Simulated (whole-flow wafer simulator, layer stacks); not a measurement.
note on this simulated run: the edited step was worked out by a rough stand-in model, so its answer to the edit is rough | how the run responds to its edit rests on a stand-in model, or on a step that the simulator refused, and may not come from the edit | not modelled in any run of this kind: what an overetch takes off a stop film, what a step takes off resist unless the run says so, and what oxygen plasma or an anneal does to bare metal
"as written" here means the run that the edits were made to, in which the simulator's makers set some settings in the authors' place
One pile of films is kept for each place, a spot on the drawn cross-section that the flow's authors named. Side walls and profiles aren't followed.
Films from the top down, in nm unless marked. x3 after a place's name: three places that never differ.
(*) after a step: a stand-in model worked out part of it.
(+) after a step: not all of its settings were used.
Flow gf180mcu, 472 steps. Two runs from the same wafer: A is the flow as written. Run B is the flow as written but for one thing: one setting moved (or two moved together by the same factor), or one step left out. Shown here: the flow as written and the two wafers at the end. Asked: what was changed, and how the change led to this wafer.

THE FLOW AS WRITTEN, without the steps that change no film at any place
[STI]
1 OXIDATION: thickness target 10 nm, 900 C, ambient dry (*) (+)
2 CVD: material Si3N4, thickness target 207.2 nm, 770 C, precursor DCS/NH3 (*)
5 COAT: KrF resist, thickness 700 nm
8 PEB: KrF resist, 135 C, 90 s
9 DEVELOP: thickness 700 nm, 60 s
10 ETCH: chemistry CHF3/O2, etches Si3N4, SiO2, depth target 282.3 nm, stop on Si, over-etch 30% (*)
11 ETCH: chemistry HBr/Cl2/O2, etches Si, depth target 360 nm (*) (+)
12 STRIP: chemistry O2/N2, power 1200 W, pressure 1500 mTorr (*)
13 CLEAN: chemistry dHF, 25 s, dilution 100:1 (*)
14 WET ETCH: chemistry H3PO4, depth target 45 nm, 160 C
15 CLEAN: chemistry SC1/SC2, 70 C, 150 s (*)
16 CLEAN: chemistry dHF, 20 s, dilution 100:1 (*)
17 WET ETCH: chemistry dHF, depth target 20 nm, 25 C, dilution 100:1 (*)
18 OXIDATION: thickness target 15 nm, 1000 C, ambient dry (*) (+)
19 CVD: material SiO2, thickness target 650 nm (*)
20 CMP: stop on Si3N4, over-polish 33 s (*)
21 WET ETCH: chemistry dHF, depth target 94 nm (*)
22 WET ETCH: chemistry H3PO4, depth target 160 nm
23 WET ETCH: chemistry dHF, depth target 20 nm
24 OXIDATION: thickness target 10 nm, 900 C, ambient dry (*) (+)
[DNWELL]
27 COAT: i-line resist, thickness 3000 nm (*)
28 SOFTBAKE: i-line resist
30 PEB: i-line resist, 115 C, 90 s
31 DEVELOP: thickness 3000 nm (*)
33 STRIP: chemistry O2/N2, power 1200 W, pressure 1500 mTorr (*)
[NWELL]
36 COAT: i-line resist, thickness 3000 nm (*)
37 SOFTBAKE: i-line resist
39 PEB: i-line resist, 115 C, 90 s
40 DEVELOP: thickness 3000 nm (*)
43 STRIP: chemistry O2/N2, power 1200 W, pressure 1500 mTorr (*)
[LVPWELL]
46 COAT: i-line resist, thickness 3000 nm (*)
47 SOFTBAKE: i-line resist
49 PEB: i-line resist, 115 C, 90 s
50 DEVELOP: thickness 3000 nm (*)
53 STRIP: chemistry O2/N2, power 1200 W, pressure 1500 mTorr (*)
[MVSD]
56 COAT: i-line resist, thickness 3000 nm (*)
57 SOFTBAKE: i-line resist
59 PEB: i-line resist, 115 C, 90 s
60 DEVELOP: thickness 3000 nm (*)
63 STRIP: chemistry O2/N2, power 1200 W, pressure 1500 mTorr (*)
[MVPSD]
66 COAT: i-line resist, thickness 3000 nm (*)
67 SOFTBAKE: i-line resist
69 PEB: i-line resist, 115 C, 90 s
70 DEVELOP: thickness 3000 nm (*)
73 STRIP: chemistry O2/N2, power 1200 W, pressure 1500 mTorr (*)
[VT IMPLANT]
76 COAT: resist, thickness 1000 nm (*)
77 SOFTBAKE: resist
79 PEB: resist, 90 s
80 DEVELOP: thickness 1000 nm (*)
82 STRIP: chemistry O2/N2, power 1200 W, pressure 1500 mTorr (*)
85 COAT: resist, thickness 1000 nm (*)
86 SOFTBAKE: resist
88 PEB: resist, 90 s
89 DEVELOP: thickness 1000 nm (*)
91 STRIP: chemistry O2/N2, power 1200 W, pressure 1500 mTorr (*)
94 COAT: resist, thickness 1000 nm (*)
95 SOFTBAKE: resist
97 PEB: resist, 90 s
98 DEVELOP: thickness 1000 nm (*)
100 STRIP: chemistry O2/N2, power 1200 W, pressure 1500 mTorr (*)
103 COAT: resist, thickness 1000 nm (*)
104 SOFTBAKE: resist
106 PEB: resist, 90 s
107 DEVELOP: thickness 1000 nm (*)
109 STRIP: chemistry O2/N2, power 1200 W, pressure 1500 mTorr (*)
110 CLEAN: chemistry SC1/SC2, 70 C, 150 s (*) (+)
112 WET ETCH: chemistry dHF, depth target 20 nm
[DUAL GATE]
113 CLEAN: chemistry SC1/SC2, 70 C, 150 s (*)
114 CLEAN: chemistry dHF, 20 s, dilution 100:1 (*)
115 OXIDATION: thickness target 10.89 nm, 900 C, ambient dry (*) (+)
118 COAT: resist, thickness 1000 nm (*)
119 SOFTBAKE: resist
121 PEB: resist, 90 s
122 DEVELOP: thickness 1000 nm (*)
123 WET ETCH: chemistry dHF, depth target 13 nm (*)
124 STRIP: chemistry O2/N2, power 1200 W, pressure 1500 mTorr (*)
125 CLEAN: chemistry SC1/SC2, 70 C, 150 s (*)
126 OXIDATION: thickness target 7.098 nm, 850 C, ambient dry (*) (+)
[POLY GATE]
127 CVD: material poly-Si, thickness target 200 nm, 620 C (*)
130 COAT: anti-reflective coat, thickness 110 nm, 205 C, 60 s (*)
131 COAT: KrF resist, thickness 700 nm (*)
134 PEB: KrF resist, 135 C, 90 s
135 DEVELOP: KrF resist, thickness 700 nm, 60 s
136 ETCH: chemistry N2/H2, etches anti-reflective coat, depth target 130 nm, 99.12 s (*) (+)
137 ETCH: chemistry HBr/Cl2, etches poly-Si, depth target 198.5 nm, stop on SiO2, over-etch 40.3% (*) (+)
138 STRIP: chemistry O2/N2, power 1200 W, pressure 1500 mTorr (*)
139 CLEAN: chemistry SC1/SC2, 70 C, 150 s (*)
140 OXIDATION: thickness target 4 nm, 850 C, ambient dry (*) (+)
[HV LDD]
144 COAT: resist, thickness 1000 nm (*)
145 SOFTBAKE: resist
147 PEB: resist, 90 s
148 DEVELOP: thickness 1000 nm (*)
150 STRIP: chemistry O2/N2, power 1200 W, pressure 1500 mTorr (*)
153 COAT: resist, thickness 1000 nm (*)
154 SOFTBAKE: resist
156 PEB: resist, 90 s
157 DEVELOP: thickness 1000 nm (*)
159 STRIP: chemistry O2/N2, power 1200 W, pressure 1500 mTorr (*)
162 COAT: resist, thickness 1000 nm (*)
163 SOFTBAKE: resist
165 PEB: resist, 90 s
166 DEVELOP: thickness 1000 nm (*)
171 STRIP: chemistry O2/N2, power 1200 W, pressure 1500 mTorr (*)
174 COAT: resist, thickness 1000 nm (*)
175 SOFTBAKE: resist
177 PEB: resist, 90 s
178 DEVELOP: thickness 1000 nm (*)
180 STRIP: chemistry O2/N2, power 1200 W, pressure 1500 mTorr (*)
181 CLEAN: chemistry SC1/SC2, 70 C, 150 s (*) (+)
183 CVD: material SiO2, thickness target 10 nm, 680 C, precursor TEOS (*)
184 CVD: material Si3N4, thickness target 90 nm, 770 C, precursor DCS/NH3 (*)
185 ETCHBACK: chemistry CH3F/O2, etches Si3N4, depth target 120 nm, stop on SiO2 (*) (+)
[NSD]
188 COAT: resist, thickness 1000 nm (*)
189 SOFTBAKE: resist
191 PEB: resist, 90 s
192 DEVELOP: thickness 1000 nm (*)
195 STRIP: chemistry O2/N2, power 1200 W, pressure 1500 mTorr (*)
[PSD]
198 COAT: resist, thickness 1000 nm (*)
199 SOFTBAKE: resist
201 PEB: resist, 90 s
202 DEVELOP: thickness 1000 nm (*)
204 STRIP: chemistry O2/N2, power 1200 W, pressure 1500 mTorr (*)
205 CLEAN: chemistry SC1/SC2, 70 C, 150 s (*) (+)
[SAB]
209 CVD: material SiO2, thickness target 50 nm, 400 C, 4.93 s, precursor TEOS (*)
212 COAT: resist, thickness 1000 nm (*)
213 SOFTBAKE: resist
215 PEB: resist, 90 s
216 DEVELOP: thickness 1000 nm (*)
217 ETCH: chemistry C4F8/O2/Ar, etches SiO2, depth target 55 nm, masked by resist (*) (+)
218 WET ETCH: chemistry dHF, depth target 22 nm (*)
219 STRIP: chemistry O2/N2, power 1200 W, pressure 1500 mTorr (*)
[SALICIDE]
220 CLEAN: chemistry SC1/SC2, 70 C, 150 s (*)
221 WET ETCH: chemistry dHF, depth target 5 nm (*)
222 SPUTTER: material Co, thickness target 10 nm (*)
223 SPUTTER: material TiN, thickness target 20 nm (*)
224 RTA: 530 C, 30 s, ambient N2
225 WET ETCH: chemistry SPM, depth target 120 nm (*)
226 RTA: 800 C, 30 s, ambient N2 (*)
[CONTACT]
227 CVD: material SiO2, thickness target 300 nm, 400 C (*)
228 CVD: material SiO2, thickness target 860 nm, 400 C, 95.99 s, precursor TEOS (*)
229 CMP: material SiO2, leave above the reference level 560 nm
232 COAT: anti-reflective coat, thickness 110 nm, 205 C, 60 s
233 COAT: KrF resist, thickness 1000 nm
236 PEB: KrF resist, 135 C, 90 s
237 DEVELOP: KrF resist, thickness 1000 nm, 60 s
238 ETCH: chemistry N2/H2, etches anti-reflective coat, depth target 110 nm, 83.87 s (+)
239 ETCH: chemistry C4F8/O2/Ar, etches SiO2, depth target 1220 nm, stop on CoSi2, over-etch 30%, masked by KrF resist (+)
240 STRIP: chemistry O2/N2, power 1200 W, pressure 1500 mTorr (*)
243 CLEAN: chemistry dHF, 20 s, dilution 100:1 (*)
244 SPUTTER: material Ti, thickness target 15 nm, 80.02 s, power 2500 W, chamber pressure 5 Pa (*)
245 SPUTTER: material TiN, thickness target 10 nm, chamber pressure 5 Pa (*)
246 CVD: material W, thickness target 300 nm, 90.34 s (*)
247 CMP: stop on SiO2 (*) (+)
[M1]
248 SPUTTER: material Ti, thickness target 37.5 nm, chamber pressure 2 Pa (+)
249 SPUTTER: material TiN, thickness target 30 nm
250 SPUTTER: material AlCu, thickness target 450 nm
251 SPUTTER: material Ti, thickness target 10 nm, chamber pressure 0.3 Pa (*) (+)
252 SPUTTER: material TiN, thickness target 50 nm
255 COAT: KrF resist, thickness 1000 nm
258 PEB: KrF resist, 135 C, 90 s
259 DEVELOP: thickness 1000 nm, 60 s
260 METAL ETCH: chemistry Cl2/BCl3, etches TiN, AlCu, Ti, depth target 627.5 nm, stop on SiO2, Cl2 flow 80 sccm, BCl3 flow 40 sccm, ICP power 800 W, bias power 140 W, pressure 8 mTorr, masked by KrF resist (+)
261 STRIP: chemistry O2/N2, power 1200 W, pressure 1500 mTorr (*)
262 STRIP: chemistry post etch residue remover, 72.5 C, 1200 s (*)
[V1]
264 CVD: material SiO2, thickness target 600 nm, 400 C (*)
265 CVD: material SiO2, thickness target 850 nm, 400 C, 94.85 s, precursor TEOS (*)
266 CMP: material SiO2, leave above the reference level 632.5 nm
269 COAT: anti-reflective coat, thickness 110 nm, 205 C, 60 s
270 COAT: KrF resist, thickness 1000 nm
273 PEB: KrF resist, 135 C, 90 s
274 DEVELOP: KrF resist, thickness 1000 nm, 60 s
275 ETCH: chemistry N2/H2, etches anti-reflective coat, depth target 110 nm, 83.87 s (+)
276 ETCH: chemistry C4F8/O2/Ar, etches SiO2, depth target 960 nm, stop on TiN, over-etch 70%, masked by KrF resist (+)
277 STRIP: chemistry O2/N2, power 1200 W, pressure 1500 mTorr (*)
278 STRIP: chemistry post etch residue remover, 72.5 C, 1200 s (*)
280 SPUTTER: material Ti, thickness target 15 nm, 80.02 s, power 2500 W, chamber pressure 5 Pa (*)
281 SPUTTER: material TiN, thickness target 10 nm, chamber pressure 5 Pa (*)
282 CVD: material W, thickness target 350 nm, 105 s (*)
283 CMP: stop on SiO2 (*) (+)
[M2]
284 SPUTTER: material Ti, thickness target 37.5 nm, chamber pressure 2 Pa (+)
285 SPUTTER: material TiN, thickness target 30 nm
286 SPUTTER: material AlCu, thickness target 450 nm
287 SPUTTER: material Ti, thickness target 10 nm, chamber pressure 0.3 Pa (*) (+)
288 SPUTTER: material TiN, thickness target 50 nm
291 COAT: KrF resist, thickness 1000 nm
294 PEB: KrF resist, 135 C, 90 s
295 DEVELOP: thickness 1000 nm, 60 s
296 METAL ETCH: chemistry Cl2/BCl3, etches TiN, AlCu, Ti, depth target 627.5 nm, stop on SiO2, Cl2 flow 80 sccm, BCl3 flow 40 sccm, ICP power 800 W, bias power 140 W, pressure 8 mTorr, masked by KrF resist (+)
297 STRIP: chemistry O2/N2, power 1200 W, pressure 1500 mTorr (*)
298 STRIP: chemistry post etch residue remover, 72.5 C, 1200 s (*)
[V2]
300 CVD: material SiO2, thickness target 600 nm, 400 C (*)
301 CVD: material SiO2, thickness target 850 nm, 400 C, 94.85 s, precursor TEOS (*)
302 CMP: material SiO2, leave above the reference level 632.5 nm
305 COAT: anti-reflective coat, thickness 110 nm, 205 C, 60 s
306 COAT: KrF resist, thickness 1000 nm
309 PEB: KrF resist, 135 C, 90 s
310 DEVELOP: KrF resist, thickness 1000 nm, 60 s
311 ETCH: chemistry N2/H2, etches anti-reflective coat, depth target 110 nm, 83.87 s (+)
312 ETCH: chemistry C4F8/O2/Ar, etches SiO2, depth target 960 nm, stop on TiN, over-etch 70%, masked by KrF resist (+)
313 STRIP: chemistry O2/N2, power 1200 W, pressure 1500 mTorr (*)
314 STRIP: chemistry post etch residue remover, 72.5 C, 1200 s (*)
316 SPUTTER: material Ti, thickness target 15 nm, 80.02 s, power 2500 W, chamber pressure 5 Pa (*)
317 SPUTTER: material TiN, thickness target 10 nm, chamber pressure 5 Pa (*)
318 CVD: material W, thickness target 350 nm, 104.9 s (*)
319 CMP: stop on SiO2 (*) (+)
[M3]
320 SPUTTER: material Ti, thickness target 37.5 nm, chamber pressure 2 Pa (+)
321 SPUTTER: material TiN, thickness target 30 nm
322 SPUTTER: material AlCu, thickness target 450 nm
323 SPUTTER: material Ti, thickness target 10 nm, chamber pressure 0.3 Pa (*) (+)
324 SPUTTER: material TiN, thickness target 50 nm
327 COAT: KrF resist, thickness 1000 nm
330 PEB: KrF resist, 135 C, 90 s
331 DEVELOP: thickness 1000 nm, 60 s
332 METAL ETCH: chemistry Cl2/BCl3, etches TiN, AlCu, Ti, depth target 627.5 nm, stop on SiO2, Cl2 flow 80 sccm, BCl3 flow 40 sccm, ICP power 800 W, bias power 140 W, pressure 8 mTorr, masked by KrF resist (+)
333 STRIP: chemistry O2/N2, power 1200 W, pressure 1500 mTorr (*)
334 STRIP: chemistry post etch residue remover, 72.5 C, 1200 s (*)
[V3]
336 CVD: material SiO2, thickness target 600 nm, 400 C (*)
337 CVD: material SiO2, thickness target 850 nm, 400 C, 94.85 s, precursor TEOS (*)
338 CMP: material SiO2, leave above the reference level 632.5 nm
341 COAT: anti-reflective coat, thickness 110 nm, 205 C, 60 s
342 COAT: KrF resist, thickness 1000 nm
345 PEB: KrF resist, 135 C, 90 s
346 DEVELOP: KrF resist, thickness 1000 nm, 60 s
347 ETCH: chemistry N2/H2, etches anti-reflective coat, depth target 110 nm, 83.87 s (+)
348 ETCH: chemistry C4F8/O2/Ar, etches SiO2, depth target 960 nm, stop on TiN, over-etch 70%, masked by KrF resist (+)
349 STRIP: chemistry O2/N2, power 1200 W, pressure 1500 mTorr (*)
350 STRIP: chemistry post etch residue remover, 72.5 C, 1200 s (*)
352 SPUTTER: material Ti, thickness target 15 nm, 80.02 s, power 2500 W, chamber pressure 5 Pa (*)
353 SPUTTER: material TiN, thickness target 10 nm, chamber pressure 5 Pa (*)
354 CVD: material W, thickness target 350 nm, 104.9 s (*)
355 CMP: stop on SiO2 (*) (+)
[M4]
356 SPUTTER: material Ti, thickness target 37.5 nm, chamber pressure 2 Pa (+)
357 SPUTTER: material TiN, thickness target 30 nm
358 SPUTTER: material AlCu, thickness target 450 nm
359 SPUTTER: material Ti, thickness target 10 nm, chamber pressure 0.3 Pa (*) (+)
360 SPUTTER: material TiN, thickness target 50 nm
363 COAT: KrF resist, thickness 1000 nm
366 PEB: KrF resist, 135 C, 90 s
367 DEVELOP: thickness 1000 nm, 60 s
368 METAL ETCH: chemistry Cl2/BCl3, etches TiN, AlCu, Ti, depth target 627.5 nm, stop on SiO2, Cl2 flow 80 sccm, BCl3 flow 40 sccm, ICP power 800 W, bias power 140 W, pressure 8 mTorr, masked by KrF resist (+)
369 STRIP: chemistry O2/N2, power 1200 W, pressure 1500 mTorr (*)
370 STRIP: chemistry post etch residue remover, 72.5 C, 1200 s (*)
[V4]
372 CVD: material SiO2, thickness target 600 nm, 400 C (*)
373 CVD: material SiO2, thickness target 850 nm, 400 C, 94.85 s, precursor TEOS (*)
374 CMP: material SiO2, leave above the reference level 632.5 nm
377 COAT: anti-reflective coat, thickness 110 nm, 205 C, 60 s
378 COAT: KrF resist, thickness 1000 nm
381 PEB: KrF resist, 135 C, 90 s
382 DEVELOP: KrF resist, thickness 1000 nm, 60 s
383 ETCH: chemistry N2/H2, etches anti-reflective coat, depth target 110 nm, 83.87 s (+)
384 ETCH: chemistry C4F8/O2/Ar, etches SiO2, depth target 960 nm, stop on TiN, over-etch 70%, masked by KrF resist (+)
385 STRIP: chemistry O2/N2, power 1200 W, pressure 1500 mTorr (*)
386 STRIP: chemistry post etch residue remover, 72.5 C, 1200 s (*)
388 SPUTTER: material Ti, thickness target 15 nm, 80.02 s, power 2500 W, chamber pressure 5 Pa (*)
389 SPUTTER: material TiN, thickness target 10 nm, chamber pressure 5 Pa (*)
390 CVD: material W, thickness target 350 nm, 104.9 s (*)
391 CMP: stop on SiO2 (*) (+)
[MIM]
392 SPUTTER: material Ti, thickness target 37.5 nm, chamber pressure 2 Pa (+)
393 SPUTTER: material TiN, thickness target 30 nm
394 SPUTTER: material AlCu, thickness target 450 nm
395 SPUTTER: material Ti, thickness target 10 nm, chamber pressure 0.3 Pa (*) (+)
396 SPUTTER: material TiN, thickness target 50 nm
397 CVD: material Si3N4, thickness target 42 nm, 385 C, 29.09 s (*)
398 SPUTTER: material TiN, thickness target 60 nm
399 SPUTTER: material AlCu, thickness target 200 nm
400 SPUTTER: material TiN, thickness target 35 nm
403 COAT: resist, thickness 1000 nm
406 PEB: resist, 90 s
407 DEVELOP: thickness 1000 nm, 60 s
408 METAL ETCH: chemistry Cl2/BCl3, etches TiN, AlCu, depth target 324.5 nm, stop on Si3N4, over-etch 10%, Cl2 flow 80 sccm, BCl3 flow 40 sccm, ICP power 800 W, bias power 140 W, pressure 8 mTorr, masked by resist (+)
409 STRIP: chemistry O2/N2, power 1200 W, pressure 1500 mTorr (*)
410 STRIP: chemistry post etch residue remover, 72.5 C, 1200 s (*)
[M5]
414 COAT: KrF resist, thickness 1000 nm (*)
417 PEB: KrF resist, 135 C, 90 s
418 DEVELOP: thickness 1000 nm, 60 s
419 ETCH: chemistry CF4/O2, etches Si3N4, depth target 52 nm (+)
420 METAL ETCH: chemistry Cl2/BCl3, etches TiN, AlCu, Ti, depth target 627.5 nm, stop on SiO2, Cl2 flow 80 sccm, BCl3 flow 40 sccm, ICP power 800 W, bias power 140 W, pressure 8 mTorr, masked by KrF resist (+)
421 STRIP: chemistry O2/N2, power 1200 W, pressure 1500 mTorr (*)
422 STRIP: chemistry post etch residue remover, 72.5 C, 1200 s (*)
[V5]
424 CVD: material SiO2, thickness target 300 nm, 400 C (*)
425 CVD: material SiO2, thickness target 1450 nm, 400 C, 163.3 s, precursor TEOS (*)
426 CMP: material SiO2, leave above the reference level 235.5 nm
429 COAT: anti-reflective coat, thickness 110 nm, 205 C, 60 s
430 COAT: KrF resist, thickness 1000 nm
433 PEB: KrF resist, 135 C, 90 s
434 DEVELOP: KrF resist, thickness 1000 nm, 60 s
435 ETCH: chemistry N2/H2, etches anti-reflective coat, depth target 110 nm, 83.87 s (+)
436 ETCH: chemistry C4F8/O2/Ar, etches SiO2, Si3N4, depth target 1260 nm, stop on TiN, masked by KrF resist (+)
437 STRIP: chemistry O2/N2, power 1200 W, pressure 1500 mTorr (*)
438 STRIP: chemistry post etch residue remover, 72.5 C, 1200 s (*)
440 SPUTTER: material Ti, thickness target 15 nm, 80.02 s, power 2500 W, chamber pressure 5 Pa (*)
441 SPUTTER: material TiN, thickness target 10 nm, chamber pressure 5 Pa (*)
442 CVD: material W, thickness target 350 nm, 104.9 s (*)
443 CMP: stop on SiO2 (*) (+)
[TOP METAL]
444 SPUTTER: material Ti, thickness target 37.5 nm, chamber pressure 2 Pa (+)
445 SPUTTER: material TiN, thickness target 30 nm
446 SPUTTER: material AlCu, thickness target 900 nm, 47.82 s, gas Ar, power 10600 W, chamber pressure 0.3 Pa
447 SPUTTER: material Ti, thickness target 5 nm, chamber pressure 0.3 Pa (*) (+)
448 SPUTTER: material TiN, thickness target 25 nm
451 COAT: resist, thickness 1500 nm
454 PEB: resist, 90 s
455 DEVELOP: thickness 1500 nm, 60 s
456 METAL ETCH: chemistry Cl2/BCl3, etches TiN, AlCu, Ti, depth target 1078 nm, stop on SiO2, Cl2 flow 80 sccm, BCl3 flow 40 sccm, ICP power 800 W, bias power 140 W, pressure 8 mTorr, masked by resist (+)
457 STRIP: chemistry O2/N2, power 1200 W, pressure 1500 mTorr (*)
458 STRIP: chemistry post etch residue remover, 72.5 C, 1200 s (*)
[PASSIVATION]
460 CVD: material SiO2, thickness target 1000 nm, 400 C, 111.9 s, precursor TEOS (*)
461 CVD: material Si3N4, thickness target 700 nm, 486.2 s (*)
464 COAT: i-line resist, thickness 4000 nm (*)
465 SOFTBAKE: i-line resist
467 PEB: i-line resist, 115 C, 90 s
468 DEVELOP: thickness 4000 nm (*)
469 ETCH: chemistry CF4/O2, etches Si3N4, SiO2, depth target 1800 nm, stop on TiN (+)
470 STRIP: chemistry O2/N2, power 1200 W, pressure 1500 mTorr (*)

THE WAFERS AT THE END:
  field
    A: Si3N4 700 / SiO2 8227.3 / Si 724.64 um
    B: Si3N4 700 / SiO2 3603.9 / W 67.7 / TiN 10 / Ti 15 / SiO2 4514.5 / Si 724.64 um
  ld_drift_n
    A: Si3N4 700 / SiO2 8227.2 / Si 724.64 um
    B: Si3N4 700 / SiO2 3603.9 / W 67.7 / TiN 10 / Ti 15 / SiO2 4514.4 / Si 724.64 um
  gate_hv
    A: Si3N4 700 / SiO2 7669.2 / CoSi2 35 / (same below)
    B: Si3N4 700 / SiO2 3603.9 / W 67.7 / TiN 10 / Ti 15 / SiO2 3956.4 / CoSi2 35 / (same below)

The cause: step 337, CVD: thickness target 425 nm was run, where the flow has thickness target 850 nm.

How the change led to this, step by step:
  337 CVD: material SiO2, thickness target 850 nm, 400 C, 94.85 s, precursor TEOS (*)
      field, field__w1, field__w2 and 108 more: A SiO2 +850 | B SiO2 +425
  338 CMP: material SiO2, leave above the reference level 632.5 nm
      field, field__w1, field__w2 and 103 more: A SiO2 -300 | B nothing
      field__w8, contact, m1, m1__w1, m1_nw: A SiO2 -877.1 | B SiO2 -452.1
  341 COAT: anti-reflective coat, thickness 110 nm, 205 C, 60 s
      active, gate_p_hv5: A anti-reflective coat +110 (new film) | B anti-reflective coat +107.7 (new film)
      field: A anti-reflective coat +110 (new film) | B anti-reflective coat +156.5 (new film)
      (and at 21 more places)
  342 COAT: KrF resist, thickness 1000 nm
      field: A KrF resist +1000 (new film) | B KrF resist +976.4 (new film)
      n_well: A KrF resist +1000 (new film) | B KrF resist +979.2 (new film)
      (and at 6 more places)
  346 DEVELOP: KrF resist, thickness 1000 nm, 60 s
      contact: A KrF resist -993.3 (all of it) | B KrF resist -961 (all of it)
  347 ETCH: chemistry N2/H2, etches anti-reflective coat, depth target 110 nm, 83.87 s (+)
      contact: A anti-reflective coat -110 (all of it), SiO2 -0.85 | B anti-reflective coat -37.7 (all of it), SiO2 -2.7
  349 STRIP: chemistry O2/N2, power 1200 W, pressure 1500 mTorr (*)
      field: A KrF resist -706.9 (all of it), anti-reflective coat -110 (all of it) | B KrF resist -683.5 (all of it), anti-reflective coat -156.5 (all of it)
      field__w1: A KrF resist -706.9 (all of it), anti-reflective coat -110 (all of it) | B KrF resist -715.9 (all of it), anti-reflective coat -107.4 (all of it)
      (and at 21 more places)
  352 SPUTTER: material Ti, thickness target 15 nm, 80.02 s, power 2500 W, chamber pressure 5 Pa (*)
      contact: A Ti +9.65 (new film) | B Ti +10.4 (new film)
  354 CVD: material W, thickness target 350 nm, 104.9 s (*)
      contact: A W +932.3 (new film) | B W +806 (new film)
  355 CMP: stop on SiO2 (*) (+)
      field, field__w1, field__w2 and 103 more: A W -350 (all of it), TiN -10 (all of it), Ti -15 (all of it), SiO2 -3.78 | B W -270
      field__w8, m1, m1__w1, m1_nw: A W -350 (all of it), TiN -10 (all of it), Ti -15 (all of it), SiO2 -3.78 | B W -350 (all of it), TiN -10 (all of it), Ti -15 (all of it), SiO2 -20
      (and at 1 more place)
  368 METAL ETCH: chemistry Cl2/BCl3, etches TiN, AlCu, Ti, depth target 627.5 nm, stop on SiO2, Cl2 flow 80 sccm, BCl3 flow 40 sccm, ICP power 800 W, bias power 140 W, pressure 8 mTorr, masked by KrF resist (+)
      field, field__w1, field__w2 and 103 more: A TiN -50 (all of it), Ti -10 (all of it), AlCu -450 (all of it), TiN -30 (all of it), Ti -37.5 (all of it) | B TiN -50 (all of it), Ti -10 (all of it), AlCu -450 (all of it), TiN -30 (all of it), Ti -37.5 (all of it), W -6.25
  370 STRIP: chemistry post etch residue remover, 72.5 C, 1200 s (*)
      field, field__w1, field__w2 and 103 more: A nothing | B W -6.01
  372 CVD: material SiO2, thickness target 600 nm, 400 C (*)
      field, field__w1, field__w2 and 103 more: A SiO2 +600 | B SiO2 +600 (new film)
  374 CMP: material SiO2, leave above the reference level 632.5 nm
      field, field__w1, field__w2 and 103 more: A SiO2 -300 | B SiO2 -287.7
Counting metal films that touch as one body, field has 1 body; the flow as written gives 0 bodies.
Counting metal films that touch as one body, ld_drift_n has 1 body; the flow as written gives 0 bodies.
Counting metal films that touch as one body, gate_hv has 2 bodies (between them, from the top down: SiO2 3956.4); the flow as written gives 1 body.
